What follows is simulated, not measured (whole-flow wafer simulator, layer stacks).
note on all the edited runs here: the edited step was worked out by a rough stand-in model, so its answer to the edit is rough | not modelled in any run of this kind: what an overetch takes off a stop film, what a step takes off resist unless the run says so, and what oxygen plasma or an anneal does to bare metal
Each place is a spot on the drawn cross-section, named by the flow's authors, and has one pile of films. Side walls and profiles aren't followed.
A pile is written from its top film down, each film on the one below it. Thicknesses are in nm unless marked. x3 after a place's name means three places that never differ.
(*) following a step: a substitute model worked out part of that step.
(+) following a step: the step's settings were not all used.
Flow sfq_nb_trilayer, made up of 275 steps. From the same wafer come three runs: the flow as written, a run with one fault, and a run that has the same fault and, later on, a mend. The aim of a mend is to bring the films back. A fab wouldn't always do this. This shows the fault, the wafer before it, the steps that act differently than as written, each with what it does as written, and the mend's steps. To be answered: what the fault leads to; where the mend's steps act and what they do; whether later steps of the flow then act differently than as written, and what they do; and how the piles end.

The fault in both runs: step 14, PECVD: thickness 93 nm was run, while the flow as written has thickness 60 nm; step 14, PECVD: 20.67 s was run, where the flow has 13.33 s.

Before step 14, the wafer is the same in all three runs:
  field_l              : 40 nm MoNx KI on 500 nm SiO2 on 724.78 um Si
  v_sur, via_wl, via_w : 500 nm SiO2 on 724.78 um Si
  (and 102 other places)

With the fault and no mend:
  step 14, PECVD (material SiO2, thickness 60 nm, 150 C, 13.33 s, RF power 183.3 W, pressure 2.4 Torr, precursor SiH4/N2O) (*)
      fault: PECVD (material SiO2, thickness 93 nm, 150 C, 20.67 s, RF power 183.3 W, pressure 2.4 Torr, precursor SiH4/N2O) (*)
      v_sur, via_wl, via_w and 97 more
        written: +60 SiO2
        fault: +93 SiO2
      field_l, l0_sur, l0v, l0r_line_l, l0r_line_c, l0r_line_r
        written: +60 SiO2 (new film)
        fault: +93 SiO2 (new film)
  Steps further on in the flow that do not act as written (8 more steps, not shown, differ only slightly: by at most 2% or 0.5 nm, whichever is larger):
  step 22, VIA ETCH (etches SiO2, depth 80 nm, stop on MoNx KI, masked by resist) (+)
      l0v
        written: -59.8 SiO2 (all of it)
        fault: -80 SiO2
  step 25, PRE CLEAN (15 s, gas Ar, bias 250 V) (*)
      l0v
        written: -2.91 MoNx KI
        fault: -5 SiO2
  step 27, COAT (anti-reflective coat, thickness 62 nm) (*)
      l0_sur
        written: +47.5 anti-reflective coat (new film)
        fault: +45.9 anti-reflective coat (new film)
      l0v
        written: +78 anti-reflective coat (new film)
        fault: +83.5 anti-reflective coat (new film)
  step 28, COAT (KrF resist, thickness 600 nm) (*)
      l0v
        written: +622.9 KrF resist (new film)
        fault: +637.9 KrF resist (new film)
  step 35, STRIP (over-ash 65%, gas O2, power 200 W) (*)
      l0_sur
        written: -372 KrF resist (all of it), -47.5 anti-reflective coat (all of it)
        fault: -369.6 KrF resist (all of it), -45.9 anti-reflective coat (all of it)
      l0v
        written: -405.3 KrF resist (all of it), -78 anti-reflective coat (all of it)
        fault: -420.2 KrF resist (all of it), -83.5 anti-reflective coat (all of it)
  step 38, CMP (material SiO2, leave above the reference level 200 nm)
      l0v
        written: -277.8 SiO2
        fault: -251.6 SiO2
  At field_l, v_sur, via_wl and 100 more, the piles at the end differ from the flow's by more than 2% or 0.5 nm, whichever is larger.
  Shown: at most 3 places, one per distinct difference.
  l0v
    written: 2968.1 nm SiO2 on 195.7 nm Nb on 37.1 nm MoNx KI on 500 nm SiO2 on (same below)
    fault: 2994.3 nm SiO2 on 191.8 nm Nb on 7.85 nm SiO2 on 40 nm MoNx KI on 500 nm SiO2 on (same below)
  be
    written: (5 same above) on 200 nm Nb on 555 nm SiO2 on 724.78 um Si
    fault: (5 same above) on 200 nm Nb on 588 nm SiO2 on 724.78 um Si
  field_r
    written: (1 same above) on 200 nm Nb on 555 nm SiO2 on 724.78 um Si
    fault: (1 same above) on 200 nm Nb on 588 nm SiO2 on 724.78 um Si

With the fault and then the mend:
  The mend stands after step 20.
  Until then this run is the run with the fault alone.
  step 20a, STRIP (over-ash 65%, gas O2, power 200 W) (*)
      p4_fl x3, p4_w1 x9, p4_g1 x2 and 59 more
        -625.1 KrF resist (all of it), -62 anti-reflective coat (all of it)
      ce_l, c5j, ce_r, sp_r, be_r, r_sur
        -632 KrF resist (all of it), -63.7 anti-reflective coat (all of it)
      gap, jj_sur, res
        -632.1 KrF resist (all of it), -63.7 anti-reflective coat (all of it)
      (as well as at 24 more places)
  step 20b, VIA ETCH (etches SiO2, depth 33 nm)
      field_l, v_sur, via_wl and 103 more
        -33 SiO2
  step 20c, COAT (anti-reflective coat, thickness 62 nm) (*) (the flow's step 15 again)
      p4_fl x3, p4_w1 x9, p4_g1 x2 and 59 more
        +62 anti-reflective coat (new film)
      be_sur, gap, jj_sur and 8 more
        +63.7 anti-reflective coat (new film)
      wire, be, moat, field_r
        +63.8 anti-reflective coat (new film)
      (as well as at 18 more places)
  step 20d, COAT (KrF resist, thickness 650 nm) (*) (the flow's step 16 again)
      p4_fl x3, p4_w1 x9, p4_g1 x2 and 59 more
        +650 KrF resist (new film)
      ce_l, c5j, ce_r, sp_r, be_r
        +656.9 KrF resist (new film)
      gap, jj_sur, r_sur, res
        +657 KrF resist (new film)
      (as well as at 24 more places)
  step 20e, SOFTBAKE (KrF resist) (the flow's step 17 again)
      alters no film at any place that is followed
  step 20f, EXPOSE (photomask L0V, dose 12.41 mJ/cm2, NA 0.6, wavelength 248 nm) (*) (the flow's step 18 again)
      alters no film at any place that is followed
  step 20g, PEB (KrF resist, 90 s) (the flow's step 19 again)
      p4_fl x3, p4_w1 x9, p4_g1 x2 and 59 more
        -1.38 KrF resist
      via_v, wire, be and 15 more
        -1.39 KrF resist
      v_sur, via_w, via_wr, via_sp, lsp_m, ln_m6, lsp_r
        -1.4 KrF resist
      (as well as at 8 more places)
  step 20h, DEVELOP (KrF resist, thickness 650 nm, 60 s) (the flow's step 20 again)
      field_l, v_sur, via_wl and 102 more
        -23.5 KrF resist
      l0v
        -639 KrF resist (all of it)
  None of the later steps of the flow differs from how it acts as written, at any place that is followed, by more than 2% or 0.5 nm, whichever is larger.
  By the end, the piles equal the flow's at every place that both follow.
